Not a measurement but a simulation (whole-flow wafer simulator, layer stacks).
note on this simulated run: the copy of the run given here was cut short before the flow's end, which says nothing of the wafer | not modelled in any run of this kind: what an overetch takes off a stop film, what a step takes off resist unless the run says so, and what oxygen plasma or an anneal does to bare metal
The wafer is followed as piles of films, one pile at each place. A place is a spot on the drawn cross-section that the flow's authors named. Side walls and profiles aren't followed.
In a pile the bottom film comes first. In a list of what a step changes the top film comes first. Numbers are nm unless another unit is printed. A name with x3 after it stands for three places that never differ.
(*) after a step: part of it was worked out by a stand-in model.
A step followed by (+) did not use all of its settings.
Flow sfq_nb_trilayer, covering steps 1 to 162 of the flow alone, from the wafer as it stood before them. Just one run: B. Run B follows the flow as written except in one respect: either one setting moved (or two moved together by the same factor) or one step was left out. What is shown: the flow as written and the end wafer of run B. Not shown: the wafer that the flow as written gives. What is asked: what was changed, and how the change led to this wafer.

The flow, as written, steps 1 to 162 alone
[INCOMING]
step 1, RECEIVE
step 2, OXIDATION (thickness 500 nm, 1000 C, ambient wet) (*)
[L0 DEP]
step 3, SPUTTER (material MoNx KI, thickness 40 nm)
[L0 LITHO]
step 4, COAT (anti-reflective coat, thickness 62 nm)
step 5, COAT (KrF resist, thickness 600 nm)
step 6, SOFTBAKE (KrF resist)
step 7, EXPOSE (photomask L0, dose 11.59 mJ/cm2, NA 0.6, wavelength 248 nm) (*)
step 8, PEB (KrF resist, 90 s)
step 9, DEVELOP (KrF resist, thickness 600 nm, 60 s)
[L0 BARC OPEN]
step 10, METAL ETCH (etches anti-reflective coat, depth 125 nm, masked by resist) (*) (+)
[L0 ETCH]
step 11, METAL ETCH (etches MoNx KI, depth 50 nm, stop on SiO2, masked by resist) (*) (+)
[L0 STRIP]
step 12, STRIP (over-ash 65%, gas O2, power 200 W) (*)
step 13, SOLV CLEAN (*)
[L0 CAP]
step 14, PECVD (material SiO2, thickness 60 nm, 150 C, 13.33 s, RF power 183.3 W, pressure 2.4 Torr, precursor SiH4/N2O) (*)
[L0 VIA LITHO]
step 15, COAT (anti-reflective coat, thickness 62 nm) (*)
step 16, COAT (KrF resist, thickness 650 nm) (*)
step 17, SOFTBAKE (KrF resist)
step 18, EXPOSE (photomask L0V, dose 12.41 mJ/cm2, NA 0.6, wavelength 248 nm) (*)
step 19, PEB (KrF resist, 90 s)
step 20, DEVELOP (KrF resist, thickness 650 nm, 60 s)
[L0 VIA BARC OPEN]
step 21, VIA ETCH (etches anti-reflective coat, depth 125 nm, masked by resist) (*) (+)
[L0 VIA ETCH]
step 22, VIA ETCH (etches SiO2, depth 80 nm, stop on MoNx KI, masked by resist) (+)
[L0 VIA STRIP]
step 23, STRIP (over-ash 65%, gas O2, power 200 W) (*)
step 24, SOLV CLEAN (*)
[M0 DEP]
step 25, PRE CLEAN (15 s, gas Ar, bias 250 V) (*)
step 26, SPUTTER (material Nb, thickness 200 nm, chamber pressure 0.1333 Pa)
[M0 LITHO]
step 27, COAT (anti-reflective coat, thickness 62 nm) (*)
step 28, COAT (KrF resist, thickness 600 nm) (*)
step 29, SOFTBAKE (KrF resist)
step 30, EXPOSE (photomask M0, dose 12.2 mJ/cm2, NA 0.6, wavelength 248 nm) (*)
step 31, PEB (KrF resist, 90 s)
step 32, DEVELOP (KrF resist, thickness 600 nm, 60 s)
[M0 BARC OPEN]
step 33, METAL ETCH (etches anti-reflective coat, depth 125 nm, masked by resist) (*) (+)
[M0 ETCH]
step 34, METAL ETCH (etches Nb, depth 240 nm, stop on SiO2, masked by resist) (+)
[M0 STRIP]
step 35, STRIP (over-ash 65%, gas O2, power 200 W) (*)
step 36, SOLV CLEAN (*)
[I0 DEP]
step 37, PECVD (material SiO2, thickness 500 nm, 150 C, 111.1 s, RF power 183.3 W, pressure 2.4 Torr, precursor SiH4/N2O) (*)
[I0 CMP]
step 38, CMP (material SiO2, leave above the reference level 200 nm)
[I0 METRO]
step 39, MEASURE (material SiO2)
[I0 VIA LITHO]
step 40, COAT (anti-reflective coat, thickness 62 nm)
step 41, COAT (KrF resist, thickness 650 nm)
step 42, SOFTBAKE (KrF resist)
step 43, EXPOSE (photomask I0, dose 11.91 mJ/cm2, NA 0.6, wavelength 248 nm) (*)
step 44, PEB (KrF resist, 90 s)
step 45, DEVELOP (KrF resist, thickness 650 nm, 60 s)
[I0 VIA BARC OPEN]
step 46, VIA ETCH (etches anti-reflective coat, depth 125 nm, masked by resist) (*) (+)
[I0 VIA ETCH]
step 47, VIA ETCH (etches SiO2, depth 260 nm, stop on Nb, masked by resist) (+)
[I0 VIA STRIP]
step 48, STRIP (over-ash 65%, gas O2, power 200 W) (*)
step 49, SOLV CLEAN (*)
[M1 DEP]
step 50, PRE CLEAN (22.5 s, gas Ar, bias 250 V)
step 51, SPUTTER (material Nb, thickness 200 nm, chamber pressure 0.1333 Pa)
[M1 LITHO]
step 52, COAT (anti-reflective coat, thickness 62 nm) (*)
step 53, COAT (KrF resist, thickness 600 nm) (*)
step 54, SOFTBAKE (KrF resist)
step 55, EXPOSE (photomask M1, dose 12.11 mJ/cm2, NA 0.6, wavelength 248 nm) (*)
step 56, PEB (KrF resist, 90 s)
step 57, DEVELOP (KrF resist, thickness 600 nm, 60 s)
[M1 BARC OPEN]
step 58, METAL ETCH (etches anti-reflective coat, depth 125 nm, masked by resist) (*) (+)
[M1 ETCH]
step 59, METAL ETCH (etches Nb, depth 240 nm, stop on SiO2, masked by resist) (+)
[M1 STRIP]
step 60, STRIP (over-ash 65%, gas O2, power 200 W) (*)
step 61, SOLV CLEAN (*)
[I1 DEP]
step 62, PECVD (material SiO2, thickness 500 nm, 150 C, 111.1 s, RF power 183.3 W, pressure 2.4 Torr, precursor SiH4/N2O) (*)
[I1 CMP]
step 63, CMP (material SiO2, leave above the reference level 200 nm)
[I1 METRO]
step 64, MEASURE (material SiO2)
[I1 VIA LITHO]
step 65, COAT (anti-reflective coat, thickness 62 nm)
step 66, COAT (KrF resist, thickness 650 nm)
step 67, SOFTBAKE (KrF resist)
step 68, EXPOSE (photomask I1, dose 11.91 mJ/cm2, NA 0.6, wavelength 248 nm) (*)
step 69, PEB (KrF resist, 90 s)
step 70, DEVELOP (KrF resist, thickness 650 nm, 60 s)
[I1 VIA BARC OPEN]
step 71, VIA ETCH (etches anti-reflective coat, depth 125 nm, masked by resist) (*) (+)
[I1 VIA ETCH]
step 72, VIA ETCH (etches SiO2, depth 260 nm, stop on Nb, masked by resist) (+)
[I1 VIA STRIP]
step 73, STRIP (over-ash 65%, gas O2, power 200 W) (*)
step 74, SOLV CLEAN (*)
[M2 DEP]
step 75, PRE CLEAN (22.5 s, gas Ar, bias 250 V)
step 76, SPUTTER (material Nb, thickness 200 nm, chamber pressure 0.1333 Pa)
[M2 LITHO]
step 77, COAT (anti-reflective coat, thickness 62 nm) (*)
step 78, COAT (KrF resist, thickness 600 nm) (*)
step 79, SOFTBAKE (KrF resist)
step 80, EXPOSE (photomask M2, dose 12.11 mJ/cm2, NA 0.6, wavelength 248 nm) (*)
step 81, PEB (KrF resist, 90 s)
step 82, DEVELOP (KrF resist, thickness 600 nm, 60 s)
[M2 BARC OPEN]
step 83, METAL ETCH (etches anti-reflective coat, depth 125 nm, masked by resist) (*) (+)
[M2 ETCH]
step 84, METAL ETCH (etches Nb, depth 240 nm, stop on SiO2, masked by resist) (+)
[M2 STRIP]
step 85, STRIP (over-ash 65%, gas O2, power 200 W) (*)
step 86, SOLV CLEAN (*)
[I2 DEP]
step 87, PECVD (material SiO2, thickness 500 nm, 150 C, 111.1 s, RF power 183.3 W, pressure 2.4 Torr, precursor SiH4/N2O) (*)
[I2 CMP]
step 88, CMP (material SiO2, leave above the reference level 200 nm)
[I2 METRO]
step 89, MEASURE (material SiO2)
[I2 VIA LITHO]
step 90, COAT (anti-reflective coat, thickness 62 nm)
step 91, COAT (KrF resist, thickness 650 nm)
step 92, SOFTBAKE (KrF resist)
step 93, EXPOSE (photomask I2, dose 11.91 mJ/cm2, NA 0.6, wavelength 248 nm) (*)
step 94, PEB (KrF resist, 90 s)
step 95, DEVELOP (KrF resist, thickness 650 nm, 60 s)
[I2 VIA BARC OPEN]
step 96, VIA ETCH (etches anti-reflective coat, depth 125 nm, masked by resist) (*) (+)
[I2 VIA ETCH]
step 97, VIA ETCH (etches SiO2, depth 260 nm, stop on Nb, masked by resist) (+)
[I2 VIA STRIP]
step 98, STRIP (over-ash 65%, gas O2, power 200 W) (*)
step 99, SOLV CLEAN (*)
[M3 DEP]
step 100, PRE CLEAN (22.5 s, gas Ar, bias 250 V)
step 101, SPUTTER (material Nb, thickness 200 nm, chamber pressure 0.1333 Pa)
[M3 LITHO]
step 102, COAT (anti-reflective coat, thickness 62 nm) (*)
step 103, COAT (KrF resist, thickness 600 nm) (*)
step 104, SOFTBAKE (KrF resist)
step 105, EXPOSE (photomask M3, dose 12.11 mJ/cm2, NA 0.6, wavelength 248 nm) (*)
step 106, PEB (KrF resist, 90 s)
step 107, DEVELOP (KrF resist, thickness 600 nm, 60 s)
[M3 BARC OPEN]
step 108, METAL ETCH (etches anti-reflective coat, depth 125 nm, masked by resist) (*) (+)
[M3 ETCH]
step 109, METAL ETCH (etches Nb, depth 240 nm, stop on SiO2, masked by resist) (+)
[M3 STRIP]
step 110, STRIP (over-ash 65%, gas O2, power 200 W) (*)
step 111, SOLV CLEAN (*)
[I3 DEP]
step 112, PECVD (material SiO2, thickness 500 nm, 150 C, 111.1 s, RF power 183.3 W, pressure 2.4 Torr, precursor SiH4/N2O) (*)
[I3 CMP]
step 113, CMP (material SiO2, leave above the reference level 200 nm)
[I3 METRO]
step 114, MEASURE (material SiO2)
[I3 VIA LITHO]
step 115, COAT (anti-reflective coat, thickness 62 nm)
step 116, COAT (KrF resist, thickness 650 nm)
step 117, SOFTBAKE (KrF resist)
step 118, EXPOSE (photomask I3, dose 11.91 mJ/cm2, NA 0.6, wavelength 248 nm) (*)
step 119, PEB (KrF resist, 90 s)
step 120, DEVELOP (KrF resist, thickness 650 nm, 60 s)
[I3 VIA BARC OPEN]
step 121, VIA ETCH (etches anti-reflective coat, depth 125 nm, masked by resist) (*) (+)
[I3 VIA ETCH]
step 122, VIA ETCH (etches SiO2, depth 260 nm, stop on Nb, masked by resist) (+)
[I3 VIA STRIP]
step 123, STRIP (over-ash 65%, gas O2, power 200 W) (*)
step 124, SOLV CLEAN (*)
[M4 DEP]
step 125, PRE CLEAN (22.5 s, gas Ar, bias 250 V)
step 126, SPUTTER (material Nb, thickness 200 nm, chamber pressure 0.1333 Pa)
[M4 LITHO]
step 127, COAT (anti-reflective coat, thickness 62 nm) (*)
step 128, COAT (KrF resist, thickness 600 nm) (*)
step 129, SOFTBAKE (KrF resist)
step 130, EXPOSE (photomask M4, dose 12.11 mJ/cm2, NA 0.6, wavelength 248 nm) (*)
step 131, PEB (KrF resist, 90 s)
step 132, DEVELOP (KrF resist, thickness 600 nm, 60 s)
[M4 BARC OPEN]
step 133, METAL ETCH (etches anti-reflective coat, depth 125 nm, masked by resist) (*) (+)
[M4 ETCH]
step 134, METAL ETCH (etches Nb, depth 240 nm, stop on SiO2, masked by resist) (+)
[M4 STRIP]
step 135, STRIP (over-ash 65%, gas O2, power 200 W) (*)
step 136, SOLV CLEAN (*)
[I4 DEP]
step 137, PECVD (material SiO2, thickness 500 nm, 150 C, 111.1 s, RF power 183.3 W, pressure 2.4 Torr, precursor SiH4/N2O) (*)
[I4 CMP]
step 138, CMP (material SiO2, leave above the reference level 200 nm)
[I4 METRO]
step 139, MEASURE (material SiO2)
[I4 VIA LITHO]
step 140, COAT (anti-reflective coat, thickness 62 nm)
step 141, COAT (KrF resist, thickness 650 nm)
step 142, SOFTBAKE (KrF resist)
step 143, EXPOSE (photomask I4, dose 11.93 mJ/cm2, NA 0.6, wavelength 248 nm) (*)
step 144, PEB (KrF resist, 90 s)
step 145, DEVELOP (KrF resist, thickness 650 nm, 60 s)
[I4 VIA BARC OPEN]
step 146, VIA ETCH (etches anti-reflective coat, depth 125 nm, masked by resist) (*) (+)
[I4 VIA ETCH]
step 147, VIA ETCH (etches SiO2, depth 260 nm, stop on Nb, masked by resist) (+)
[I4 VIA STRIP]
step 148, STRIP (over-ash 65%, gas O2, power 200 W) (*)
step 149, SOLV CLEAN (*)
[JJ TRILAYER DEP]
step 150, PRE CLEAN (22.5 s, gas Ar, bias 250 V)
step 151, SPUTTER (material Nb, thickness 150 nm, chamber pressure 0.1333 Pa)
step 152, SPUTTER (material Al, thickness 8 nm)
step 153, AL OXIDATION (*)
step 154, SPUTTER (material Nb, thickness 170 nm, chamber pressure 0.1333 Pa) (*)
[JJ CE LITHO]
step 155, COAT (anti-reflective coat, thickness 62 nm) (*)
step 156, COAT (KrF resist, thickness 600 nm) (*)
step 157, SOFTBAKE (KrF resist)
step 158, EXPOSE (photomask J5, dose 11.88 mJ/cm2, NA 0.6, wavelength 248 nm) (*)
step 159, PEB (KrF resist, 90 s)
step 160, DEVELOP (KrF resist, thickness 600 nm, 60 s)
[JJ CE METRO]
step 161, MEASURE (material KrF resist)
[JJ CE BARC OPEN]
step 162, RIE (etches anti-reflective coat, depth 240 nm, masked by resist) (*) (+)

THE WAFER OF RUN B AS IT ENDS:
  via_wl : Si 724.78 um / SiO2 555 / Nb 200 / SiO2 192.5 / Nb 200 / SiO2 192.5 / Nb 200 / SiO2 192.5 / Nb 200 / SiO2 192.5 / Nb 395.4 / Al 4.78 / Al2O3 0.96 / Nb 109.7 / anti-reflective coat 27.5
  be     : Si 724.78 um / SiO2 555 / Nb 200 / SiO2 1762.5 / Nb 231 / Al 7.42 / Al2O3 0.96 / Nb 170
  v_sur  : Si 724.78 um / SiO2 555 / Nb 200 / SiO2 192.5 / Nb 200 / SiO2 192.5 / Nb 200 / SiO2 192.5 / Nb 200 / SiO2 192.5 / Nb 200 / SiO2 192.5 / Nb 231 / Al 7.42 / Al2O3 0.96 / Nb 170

Cause: step 151, SPUTTER: thickness 231 nm was run, though the flow has thickness 150 nm.
The wafer itself shows it: be has Nb 231, and step 151 as written asks for 150 nm.

Step by step, how the change led to this:
  step 151, SPUTTER (material Nb, thickness 150 nm, chamber pressure 0.1333 Pa)
      field_l, v_sur, via_sp and 100 more: Nb gains 231 (new film) (as written it would have been: Nb gains 150 (new film))
      via_wl, via_w, via_wr: Nb gains 201.9 (as written it would have been: Nb gains 130.4)
  step 154, SPUTTER (material Nb, thickness 170 nm, chamber pressure 0.1333 Pa) (*)
      via_wl, via_wr: Nb gains 109.7 (new film) (as written it would have been: Nb gains 140.7 (new film))
      via_w: Nb gains 155.2 (new film) (as written it would have been: Nb gains 141 (new film))
  step 155, COAT (anti-reflective coat, thickness 62 nm) (*)
      via_wl, via_wr: anti-reflective coat gains 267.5 (new film) (as written it would have been: anti-reflective coat gains 209.4 (new film))
      via_w: anti-reflective coat gains 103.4 (new film) (as written it would have been: anti-reflective coat gains 97.4 (new film))
  step 156, COAT (KrF resist, thickness 600 nm) (*)
      via_wl: KrF resist gains 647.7 (new film) (as written it would have been: KrF resist gains 663 (new film))
      via_wr: KrF resist gains 647.9 (new film) (as written it would have been: KrF resist gains 663.2 (new film))
  step 160, DEVELOP (KrF resist, thickness 600 nm, 60 s)
      via_wl: KrF resist loses 646.3 (all of it) (as written it would have been: KrF resist loses 661.6 (all of it))
      via_wr: KrF resist loses 646.5 (all of it) (as written it would have been: KrF resist loses 661.8 (all of it))
  step 162, RIE (etches anti-reflective coat, depth 240 nm, masked by resist) (*) (+)
      via_wl, via_wr: anti-reflective coat loses 240 (as written it would have been: anti-reflective coat loses 209.4 (all of it))
      ce_l, c5j, ce_r, wl_jj: KrF resist loses 240 (as written it would have been: KrF resist loses 209.4)
      (as well as at 1 more place)
